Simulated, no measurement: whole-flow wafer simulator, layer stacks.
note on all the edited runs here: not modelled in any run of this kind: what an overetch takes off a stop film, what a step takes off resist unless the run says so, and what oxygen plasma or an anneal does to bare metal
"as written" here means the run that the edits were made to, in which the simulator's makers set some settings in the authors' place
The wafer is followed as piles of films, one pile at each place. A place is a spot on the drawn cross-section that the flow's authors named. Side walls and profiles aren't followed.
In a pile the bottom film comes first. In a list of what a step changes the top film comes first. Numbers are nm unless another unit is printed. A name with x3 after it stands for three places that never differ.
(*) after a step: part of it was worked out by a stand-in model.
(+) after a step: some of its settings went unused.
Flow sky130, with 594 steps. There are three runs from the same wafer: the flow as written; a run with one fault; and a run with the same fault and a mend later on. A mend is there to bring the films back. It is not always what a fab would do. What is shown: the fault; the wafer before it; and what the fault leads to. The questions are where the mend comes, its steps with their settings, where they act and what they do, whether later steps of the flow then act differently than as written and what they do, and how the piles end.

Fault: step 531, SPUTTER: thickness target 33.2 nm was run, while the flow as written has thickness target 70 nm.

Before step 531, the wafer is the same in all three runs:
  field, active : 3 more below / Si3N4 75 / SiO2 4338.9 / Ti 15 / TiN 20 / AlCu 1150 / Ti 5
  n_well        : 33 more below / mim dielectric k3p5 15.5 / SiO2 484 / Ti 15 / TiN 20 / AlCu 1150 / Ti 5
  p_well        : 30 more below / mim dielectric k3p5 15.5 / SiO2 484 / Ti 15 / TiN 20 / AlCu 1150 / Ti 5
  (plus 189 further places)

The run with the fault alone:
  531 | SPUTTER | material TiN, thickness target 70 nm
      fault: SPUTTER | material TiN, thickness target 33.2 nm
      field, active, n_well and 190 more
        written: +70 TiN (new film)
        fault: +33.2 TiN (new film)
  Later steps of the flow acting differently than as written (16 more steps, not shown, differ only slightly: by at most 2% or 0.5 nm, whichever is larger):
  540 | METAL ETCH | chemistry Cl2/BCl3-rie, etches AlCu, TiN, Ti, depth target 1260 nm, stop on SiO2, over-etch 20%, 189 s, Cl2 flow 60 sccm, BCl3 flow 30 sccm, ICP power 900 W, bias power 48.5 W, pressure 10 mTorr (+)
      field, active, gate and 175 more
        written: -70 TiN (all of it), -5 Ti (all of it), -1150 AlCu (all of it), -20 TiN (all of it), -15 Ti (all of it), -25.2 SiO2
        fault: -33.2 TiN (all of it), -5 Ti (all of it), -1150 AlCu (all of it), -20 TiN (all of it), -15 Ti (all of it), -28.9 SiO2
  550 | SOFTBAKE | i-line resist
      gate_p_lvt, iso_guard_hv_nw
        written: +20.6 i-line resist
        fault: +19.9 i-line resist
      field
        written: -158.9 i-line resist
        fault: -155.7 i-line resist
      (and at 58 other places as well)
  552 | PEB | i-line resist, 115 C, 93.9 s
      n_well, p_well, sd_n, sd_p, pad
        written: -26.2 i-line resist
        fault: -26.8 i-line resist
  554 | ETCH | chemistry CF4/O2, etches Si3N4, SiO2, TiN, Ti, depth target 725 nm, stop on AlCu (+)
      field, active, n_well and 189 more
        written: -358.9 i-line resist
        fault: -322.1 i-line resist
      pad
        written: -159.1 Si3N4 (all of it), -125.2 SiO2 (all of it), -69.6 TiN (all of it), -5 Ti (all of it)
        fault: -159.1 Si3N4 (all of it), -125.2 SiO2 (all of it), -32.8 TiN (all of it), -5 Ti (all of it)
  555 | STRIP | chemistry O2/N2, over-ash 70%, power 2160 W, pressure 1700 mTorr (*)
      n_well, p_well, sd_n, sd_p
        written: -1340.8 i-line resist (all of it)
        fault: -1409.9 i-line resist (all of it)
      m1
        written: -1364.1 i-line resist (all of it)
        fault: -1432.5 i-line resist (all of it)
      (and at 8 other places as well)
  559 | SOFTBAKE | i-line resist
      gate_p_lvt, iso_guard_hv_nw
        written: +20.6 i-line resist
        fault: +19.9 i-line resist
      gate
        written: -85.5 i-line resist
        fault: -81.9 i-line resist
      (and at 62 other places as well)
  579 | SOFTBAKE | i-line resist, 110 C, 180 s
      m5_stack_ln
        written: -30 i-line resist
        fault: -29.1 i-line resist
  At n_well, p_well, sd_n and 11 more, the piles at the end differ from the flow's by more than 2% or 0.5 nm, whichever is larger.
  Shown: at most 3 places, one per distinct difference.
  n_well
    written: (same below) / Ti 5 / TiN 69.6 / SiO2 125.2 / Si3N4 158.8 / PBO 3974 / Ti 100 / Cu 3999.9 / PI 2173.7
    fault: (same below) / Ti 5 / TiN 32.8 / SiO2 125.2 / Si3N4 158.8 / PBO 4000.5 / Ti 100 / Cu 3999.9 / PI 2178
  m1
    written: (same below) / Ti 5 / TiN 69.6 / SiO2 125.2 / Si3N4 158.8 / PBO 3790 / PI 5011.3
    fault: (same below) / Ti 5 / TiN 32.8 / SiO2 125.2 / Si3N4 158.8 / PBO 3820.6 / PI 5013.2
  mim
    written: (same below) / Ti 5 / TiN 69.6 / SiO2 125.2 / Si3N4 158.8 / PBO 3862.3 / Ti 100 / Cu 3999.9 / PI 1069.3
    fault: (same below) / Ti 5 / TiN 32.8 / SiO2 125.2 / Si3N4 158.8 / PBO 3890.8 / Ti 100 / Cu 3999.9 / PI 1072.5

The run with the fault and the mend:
  The mend follows step 531.
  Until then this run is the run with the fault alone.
  531a | SPUTTER | material TiN, thickness target 36.8 nm (the flow's step 531, run once more with other settings)
      field, active, n_well and 190 more
        +36.8 TiN
  Every later step of the flow that is run acts as written at every place that is followed.
  By the end, the piles equal the flow's at every place that both follow.
